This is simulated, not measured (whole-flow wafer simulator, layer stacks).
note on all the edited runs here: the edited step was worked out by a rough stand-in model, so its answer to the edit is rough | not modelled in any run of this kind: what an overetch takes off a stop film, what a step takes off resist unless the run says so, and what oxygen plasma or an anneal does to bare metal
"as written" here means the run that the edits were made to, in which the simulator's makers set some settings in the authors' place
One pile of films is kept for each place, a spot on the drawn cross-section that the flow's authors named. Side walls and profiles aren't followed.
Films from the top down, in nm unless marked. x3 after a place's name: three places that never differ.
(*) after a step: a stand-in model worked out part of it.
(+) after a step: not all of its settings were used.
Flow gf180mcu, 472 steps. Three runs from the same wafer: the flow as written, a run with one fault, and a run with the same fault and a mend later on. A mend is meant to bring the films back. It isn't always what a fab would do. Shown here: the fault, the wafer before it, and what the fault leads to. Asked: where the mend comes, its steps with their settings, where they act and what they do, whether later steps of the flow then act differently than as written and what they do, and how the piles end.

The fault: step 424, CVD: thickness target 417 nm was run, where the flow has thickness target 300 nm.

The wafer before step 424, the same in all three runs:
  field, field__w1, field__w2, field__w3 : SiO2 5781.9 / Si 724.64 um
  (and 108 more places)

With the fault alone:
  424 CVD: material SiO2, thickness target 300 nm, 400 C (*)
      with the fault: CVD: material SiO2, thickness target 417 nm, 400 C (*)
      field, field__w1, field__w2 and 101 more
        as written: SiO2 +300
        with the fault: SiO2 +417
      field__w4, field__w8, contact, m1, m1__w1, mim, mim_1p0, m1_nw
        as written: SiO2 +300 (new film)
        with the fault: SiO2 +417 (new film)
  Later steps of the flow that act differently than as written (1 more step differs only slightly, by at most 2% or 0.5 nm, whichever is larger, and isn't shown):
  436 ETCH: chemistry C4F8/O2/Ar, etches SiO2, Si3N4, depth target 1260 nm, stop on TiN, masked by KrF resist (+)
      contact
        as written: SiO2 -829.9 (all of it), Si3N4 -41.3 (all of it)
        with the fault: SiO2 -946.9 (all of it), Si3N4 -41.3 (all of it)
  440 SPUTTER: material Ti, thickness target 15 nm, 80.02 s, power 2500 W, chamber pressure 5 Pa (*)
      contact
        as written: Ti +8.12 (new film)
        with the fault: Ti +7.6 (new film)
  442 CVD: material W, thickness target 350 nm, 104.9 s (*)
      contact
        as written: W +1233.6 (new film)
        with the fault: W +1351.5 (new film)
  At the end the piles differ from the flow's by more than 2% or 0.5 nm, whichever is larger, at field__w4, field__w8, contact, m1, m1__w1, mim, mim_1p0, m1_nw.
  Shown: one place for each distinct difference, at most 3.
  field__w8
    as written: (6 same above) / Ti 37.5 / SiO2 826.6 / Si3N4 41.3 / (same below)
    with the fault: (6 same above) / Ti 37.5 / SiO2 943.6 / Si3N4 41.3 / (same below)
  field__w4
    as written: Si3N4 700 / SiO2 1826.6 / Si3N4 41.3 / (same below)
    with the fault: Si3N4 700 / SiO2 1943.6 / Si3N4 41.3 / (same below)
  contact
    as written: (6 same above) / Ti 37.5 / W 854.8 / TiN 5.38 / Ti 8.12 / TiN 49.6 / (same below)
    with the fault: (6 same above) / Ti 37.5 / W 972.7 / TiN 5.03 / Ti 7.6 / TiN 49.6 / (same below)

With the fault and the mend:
  The mend comes after step 424.
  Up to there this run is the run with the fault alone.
  424a WET ETCH: chemistry dHF, depth target 117 nm, 25 C, dilution 100:1 (the flow's step 17 once more, with other settings)
      field, field__w1, field__w2 and 109 more
        SiO2 -117
  No later step of the flow acts differently than as written at any place that is followed.
  At the end the piles are the same as the flow's at every place that both follow.
